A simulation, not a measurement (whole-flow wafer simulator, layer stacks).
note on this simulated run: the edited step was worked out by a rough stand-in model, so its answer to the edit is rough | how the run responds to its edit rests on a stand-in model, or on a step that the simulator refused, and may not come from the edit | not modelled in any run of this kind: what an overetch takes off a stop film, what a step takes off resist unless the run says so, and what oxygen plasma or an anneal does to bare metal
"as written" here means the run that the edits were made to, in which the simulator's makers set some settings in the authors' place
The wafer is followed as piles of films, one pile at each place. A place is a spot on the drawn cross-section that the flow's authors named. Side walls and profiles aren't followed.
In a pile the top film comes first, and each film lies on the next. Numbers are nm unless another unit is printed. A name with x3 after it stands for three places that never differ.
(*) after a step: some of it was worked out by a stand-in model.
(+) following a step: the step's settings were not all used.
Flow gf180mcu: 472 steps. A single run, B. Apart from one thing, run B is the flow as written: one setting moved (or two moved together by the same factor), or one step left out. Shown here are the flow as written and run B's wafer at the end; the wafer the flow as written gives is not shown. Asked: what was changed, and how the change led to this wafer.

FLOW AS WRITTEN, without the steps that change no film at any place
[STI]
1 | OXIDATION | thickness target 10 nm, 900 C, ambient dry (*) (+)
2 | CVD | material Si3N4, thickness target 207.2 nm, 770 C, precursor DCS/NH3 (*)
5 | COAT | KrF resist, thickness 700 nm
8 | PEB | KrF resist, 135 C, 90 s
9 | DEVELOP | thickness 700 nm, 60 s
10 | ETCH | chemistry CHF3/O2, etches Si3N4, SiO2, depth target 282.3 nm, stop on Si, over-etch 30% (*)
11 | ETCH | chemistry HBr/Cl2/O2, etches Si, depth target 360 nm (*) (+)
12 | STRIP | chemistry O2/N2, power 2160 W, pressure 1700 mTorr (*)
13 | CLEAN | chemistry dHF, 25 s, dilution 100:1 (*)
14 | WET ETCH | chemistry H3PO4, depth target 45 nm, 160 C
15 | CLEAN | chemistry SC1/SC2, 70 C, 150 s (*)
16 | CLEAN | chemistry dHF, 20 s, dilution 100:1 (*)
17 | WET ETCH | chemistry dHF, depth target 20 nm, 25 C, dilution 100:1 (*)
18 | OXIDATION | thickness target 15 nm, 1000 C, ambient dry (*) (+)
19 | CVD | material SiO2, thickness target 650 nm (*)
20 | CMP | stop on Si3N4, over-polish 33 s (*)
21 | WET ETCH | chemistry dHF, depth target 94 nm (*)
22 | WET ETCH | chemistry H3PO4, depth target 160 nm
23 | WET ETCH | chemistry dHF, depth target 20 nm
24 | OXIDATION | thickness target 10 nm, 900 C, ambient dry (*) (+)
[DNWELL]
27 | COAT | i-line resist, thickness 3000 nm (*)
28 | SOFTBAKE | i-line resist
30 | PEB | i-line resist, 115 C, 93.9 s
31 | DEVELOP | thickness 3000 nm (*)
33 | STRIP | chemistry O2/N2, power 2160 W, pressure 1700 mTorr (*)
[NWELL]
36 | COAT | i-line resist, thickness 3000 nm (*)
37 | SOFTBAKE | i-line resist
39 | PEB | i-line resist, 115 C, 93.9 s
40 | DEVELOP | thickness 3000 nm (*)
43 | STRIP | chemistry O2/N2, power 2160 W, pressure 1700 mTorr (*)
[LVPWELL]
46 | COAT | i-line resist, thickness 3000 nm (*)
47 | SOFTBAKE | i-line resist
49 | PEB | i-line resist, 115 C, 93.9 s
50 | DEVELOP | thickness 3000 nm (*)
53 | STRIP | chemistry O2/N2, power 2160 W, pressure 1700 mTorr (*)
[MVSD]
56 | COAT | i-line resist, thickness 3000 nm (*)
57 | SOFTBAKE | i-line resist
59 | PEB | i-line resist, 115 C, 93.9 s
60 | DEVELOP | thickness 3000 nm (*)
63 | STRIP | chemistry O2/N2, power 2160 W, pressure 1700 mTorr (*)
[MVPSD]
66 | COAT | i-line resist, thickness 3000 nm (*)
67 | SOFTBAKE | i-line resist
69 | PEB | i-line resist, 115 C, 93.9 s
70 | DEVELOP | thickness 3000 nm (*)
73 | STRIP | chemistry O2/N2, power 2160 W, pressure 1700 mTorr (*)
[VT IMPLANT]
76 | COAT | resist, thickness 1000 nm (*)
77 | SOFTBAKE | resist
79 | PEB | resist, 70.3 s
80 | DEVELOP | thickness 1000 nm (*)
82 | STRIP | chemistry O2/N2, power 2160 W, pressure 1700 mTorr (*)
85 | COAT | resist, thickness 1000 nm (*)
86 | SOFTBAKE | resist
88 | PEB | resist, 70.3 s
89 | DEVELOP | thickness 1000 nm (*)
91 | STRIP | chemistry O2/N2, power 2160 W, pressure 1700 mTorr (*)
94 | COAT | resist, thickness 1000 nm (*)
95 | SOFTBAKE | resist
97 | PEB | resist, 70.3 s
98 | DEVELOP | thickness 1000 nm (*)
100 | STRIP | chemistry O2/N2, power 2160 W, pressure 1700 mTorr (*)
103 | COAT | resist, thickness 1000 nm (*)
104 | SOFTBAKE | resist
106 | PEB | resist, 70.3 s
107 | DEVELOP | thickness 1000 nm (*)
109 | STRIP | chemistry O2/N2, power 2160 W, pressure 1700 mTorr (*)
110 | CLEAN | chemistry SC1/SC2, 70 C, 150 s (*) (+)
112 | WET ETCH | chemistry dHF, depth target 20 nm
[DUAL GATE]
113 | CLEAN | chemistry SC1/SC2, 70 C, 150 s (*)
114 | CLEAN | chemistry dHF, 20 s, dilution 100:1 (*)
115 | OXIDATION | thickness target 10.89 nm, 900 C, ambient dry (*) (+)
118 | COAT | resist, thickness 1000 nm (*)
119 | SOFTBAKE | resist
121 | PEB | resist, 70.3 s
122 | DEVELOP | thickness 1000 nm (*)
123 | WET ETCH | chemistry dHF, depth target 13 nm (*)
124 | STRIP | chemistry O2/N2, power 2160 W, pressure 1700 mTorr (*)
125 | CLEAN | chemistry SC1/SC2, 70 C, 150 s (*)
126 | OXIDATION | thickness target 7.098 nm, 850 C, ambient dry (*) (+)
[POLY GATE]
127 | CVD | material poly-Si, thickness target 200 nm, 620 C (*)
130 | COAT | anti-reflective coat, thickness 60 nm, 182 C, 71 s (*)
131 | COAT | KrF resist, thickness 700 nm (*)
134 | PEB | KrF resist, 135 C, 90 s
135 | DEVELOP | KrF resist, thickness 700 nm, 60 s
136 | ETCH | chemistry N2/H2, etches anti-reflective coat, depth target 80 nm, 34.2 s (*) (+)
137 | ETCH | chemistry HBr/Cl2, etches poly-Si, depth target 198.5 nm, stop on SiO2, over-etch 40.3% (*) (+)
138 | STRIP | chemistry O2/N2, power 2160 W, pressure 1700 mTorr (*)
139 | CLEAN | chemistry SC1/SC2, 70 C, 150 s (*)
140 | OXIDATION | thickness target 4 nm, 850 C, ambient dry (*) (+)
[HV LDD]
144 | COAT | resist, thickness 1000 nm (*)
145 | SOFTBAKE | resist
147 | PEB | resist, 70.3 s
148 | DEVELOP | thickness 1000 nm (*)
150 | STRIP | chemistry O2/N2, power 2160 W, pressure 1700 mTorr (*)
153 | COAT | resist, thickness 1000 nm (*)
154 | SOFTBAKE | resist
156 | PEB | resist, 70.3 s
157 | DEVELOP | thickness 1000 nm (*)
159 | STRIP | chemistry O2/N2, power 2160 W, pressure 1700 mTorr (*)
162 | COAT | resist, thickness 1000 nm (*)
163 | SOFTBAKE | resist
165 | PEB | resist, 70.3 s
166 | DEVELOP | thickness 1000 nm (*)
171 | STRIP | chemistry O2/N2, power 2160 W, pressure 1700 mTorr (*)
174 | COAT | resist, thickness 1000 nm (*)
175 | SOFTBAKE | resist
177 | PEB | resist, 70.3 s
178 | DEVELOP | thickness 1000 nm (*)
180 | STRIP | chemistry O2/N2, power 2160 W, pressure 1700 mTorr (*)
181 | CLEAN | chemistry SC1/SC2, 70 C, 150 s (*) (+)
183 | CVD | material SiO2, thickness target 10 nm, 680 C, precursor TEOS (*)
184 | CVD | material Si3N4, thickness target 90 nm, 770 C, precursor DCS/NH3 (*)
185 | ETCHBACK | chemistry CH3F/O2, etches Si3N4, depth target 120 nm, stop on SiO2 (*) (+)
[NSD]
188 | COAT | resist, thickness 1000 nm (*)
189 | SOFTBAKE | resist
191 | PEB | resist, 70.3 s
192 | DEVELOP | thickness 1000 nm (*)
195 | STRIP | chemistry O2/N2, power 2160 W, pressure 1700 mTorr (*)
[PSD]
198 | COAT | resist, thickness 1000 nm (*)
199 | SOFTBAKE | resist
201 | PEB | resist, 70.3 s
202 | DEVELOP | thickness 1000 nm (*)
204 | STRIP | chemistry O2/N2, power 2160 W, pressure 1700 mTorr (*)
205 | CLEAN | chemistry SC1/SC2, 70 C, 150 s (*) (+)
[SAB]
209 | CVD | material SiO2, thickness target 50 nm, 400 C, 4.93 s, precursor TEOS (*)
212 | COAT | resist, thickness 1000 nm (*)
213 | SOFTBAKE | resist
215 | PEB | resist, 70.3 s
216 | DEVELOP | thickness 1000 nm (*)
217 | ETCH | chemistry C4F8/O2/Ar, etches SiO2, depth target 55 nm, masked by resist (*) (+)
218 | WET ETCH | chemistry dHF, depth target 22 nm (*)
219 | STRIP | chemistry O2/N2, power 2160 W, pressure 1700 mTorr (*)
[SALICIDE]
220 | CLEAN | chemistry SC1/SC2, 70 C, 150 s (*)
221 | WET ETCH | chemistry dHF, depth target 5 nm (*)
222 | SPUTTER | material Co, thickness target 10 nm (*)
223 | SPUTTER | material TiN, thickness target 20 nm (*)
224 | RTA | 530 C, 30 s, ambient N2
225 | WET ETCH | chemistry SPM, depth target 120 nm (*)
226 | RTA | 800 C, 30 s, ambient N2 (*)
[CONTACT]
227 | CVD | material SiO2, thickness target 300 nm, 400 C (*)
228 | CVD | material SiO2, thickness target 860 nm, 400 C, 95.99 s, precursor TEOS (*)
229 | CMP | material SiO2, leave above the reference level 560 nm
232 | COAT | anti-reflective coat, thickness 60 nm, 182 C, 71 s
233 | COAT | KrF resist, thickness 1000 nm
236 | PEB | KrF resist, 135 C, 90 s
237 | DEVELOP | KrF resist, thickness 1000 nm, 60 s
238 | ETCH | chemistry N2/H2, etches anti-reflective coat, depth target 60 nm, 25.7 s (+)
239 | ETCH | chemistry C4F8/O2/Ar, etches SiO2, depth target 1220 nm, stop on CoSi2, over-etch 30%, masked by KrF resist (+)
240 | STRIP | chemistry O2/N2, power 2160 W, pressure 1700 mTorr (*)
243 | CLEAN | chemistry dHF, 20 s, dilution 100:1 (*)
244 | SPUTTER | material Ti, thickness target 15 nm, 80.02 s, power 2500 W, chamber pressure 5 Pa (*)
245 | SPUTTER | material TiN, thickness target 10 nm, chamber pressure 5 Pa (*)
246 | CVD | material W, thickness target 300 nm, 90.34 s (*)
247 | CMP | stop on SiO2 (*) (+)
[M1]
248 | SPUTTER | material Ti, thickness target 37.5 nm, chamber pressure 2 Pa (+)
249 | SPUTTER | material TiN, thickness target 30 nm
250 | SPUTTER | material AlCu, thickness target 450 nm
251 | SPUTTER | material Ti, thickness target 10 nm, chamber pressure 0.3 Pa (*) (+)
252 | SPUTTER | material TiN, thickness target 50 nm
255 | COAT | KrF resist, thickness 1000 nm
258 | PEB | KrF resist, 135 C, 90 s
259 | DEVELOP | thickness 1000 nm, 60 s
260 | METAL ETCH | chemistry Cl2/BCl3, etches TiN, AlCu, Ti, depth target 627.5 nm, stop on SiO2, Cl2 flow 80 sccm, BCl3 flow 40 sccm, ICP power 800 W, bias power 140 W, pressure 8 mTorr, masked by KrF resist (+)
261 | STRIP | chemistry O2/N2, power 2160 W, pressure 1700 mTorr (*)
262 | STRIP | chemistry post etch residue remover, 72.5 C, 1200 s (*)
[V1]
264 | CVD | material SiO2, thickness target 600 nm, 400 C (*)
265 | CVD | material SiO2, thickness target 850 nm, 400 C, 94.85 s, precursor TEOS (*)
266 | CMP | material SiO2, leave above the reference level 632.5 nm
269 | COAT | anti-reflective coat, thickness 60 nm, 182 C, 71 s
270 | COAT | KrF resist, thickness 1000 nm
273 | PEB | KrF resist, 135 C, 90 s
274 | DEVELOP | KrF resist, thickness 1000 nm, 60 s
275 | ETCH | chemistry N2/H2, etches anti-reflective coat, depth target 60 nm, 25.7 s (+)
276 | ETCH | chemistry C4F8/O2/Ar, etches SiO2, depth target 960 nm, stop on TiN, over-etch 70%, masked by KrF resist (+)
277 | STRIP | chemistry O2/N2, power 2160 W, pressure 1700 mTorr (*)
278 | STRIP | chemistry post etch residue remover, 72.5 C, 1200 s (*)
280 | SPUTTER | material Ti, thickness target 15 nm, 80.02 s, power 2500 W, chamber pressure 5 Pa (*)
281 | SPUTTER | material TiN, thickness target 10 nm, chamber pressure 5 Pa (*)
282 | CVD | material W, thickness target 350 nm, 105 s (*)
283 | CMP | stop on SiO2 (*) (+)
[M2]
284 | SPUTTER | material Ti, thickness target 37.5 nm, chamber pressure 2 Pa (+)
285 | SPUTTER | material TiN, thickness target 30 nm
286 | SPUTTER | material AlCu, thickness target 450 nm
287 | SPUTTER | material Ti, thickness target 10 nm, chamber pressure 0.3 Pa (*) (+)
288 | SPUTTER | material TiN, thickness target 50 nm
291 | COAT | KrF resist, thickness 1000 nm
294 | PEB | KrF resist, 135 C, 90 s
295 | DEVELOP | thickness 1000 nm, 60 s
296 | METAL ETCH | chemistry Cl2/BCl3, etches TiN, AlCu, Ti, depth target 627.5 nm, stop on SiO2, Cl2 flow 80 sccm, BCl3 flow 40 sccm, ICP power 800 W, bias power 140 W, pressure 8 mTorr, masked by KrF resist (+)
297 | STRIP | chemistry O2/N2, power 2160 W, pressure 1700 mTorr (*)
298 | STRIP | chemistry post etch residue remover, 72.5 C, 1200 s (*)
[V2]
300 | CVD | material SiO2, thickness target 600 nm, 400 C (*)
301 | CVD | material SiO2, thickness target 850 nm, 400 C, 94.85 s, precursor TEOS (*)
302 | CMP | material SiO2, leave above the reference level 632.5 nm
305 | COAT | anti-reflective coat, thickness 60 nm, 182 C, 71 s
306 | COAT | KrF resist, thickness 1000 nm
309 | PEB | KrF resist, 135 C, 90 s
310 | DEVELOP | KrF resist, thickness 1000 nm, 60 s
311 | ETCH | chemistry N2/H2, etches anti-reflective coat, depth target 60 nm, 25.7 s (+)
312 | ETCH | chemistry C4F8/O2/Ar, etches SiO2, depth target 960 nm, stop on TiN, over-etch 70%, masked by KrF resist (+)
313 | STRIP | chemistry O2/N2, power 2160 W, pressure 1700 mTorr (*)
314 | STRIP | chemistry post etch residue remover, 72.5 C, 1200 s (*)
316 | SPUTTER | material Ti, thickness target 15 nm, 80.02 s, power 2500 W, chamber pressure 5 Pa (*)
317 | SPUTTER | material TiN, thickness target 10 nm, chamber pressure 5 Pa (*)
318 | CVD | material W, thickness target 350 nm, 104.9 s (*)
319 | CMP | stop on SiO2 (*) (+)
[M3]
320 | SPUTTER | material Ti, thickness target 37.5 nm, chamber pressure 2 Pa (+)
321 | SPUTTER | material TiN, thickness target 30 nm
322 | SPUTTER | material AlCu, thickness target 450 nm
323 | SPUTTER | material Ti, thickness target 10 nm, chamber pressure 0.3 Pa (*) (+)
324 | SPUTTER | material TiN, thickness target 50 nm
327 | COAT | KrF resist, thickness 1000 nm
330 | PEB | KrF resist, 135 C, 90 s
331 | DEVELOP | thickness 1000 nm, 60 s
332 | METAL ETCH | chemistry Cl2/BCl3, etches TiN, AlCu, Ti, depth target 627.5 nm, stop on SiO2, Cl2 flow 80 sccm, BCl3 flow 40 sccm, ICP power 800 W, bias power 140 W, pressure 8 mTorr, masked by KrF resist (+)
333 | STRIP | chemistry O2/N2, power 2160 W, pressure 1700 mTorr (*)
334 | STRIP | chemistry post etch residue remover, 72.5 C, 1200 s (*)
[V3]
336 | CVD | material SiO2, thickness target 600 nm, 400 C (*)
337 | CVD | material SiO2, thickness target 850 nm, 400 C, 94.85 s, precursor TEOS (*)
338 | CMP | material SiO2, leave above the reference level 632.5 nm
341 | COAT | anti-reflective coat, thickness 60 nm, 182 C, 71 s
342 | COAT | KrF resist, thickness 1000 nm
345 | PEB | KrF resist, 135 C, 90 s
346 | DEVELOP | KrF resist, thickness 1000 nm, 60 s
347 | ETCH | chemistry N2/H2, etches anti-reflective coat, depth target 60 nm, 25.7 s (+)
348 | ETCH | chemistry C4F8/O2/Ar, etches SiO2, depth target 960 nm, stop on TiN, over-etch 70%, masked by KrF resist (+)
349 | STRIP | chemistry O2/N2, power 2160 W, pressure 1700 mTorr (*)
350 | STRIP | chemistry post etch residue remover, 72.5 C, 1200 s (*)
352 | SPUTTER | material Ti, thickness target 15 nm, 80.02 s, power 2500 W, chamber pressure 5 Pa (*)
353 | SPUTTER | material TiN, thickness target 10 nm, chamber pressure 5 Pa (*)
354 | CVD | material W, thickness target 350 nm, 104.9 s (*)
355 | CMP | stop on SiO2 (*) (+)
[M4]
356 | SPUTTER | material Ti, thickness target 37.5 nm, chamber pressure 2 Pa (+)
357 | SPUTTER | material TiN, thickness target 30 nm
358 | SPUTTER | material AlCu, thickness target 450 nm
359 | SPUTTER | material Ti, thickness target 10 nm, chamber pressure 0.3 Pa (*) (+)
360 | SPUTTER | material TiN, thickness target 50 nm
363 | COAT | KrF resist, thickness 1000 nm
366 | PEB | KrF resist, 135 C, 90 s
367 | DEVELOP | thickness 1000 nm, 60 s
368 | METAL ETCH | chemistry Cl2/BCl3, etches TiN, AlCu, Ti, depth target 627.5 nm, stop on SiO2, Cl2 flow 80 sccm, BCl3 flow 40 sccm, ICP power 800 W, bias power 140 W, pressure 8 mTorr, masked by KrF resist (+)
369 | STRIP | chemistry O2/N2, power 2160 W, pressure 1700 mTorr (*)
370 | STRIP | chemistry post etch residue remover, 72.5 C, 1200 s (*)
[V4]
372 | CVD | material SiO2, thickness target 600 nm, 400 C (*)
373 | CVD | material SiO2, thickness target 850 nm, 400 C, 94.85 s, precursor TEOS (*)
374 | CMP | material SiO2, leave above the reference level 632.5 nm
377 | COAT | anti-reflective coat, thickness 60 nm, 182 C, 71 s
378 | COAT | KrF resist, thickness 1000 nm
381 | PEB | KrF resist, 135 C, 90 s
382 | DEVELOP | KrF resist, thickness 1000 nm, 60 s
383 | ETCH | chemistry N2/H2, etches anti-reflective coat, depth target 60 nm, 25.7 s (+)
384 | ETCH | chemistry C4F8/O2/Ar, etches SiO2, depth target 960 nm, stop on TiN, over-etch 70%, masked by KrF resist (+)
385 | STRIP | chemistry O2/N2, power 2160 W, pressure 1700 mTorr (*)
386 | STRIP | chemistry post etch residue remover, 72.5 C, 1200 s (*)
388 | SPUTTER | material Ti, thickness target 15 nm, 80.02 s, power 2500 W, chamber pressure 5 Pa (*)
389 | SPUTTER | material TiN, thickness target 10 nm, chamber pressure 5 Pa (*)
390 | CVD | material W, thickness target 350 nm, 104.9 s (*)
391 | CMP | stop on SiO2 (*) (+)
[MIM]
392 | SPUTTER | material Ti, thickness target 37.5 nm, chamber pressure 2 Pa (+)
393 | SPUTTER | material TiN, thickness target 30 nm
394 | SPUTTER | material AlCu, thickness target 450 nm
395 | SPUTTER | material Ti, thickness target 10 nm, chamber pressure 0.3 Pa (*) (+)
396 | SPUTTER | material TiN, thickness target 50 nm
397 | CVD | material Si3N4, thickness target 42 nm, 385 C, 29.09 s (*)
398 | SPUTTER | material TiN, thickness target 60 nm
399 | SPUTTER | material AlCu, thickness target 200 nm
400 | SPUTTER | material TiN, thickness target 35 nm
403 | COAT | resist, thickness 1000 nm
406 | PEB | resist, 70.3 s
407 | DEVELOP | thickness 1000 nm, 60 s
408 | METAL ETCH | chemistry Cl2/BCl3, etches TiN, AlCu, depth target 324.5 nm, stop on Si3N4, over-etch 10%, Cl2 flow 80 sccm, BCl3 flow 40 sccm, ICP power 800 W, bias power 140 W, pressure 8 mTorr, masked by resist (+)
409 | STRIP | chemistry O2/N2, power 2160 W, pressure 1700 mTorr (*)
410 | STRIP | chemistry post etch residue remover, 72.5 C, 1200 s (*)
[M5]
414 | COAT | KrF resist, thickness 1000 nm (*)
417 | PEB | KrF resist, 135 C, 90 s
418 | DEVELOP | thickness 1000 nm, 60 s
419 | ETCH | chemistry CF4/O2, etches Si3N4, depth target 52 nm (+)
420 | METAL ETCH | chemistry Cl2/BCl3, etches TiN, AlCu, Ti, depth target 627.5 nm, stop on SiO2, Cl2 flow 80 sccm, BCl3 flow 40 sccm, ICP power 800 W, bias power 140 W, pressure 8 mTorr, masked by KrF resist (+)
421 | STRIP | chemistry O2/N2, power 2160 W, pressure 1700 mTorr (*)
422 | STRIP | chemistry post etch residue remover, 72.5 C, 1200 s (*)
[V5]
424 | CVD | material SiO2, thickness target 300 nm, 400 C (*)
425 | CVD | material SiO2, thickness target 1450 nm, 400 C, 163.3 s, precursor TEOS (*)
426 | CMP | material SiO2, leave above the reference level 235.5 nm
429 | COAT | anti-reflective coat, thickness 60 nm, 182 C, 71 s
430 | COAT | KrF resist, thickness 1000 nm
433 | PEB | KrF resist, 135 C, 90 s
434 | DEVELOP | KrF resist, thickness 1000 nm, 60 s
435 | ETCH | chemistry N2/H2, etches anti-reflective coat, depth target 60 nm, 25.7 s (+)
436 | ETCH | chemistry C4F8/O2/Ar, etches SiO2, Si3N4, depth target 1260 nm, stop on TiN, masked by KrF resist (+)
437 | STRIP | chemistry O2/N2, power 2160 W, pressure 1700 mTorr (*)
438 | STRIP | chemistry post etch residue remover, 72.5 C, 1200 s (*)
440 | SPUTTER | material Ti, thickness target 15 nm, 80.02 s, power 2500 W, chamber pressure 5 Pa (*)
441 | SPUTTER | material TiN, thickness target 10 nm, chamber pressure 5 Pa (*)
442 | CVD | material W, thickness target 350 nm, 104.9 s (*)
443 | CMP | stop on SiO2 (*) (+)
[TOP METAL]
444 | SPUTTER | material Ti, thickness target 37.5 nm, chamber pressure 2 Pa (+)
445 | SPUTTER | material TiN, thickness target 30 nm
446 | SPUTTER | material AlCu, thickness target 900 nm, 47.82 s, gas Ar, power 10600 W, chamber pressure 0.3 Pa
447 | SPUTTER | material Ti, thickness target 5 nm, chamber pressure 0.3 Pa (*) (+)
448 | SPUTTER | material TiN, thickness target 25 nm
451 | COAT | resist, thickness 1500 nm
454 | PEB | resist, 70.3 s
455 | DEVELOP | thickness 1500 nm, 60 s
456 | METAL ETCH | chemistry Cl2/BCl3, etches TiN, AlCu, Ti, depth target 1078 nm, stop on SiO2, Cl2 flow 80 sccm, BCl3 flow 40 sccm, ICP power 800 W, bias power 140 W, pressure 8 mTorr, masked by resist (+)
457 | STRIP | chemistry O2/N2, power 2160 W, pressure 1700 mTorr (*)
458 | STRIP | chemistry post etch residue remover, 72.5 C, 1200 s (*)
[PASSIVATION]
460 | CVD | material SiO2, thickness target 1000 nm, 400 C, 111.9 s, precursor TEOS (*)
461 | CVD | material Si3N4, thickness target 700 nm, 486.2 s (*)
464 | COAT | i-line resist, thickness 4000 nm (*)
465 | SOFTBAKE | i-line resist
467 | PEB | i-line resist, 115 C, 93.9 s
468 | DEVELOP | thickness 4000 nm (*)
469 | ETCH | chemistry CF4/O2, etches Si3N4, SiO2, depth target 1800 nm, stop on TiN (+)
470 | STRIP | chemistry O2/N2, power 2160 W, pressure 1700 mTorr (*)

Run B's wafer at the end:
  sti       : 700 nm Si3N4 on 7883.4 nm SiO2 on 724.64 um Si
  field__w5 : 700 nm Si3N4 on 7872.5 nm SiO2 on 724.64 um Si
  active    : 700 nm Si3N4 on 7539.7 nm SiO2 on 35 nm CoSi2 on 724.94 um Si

The reason: step 425, CVD: thickness target 798 nm was run, whereas the flow has thickness target 1450 nm; step 425, CVD: 89.8 s was run, where the flow has 163.3 s.

Step by step, how the change led to this:
  425 | CVD | material SiO2, thickness target 1450 nm, 400 C, 163.3 s, precursor TEOS (*)
      field, field__w1, field__w4 and 100 more: SiO2 gains 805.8 (in the flow as written it would be: SiO2 gains 1450)
      field__w2, field__w3, field__w12 and 6 more: SiO2 gains 790.7 (in the flow as written it would be: SiO2 gains 1421.8)
  426 | CMP | material SiO2, leave above the reference level 235.5 nm
      field, field__w1, field__w5 and 92 more: nothing (in the flow as written it would be: SiO2 loses 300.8)
      field__w2, field__w3, field__w12 and 6 more: nothing (in the flow as written it would be: SiO2 loses 272.7)
      (also at 8 further places)
  429 | COAT | anti-reflective coat, thickness 60 nm, 182 C, 71 s
      field_sub, field_sub__w2, field_sub__w3 and 8 more: anti-reflective coat gains 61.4 (new film) (in the flow as written it would be: anti-reflective coat gains 60 (new film))
      p_well, sti, gate, spacer, sd_n, pad, dice_street: anti-reflective coat gains 62.5 (new film) (in the flow as written it would be: anti-reflective coat gains 60 (new film))
      (also at 56 further places)
  430 | COAT | KrF resist, thickness 1000 nm
      field: KrF resist gains 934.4 (new film) (in the flow as written it would be: KrF resist gains 1000 (new film))
      field__w7: KrF resist gains 1081.5 (new film) (in the flow as written it would be: KrF resist gains 1000 (new film))
      (also at 26 further places)
  433 | PEB | KrF resist, 135 C, 90 s
      ppoly_u, npoly_sal: KrF resist loses 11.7 (in the flow as written it would be: KrF resist loses 10.5)
      polyc_n_rim, polyc_p_rim: KrF resist loses 14.1 (in the flow as written it would be: KrF resist loses 10.5)
      (also at 17 further places)
  434 | DEVELOP | KrF resist, thickness 1000 nm, 60 s
      contact: KrF resist loses 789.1 (all of it) (in the flow as written it would be: KrF resist loses 989.5 (all of it))
  435 | ETCH | chemistry N2/H2, etches anti-reflective coat, depth target 60 nm, 25.7 s (+)
      contact: anti-reflective coat loses 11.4 (all of it), SiO2 loses 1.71 (in the flow as written it would be: anti-reflective coat loses 60 (all of it), SiO2 loses 0.46)
  437 | STRIP | chemistry O2/N2, power 2160 W, pressure 1700 mTorr (*)
      p_well, sti, spacer, sd_n, pad, dice_street: KrF resist loses 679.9 (all of it), anti-reflective coat loses 62.5 (all of it) (in the flow as written it would be: KrF resist loses 679.2 (all of it), anti-reflective coat loses 60 (all of it))
      field_sub__w3, ld_sd_p, ld_acc_p: KrF resist loses 682.4 (all of it), anti-reflective coat loses 61.4 (all of it) (in the flow as written it would be: KrF resist loses 679.2 (all of it), anti-reflective coat loses 60 (all of it))
      (also at 64 further places)
  440 | SPUTTER | material Ti, thickness target 15 nm, 80.02 s, power 2500 W, chamber pressure 5 Pa (*)
      field__w2: Ti gains 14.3 (new film) (in the flow as written it would be: Ti gains 15 (new film))
      contact: Ti gains 9.91 (new film) (in the flow as written it would be: Ti gains 8.12 (new film))
  441 | SPUTTER | material TiN, thickness target 10 nm, chamber pressure 5 Pa (*)
      contact: TiN gains 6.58 (new film) (in the flow as written it would be: TiN gains 5.38 (new film))
  442 | CVD | material W, thickness target 350 nm, 104.9 s (*)
      contact: W gains 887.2 (new film) (in the flow as written it would be: W gains 1233.6 (new film))
  443 | CMP | stop on SiO2 (*) (+)
      field__w3, field__w12, npoly_sal, ppoly_sal, nw_sep_fld, gate_hv5, gate_p_hv5, sti_nw: W loses 350 (all of it), TiN loses 10 (all of it), Ti loses 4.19 (in the flow as written it would be: W loses 350 (all of it), TiN loses 10 (all of it), Ti loses 15 (all of it), SiO2 loses 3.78)
      field__w2: W loses 350.6 (all of it), TiN loses 9.52 (all of it), Ti loses 3.52 (in the flow as written it would be: W loses 350 (all of it), TiN loses 10 (all of it), Ti loses 15 (all of it), SiO2 loses 3.78)
      (also at 7 further places)
  444 | SPUTTER | material Ti, thickness target 37.5 nm, chamber pressure 2 Pa (+)
      field__w2, field__w3, field__w12 and 6 more: Ti gains 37 (in the flow as written it would be: Ti gains 37.5 (new film))
  445 | SPUTTER | material TiN, thickness target 30 nm
      field__w2, field__w3, field__w12 and 6 more: TiN gains 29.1 (new film) (in the flow as written it would be: TiN gains 30 (new film))
  447 | SPUTTER | material Ti, thickness target 5 nm, chamber pressure 0.3 Pa (*) (+)
      field__w2: Ti gains 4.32 (new film) (in the flow as written it would be: Ti gains 5 (new film))
  448 | SPUTTER | material TiN, thickness target 25 nm
      field__w3, field__w12, npoly_sal, ppoly_sal, nw_sep_fld, gate_hv5, gate_p_hv5, sti_nw: TiN gains 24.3 (new film) (in the flow as written it would be: TiN gains 25 (new film))
      field__w2: TiN gains 21.5 (new film) (in the flow as written it would be: TiN gains 25 (new film))
  ... 9 other steps ...
  470 | STRIP | chemistry O2/N2, power 2160 W, pressure 1700 mTorr (*)
      field__w8, m1__w1: i-line resist loses 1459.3 (all of it) (in the flow as written it would be: i-line resist loses 1775.9 (all of it))
      m1: i-line resist loses 1473.9 (all of it) (in the flow as written it would be: i-line resist loses 1798.9 (all of it))
      (also at 3 further places)
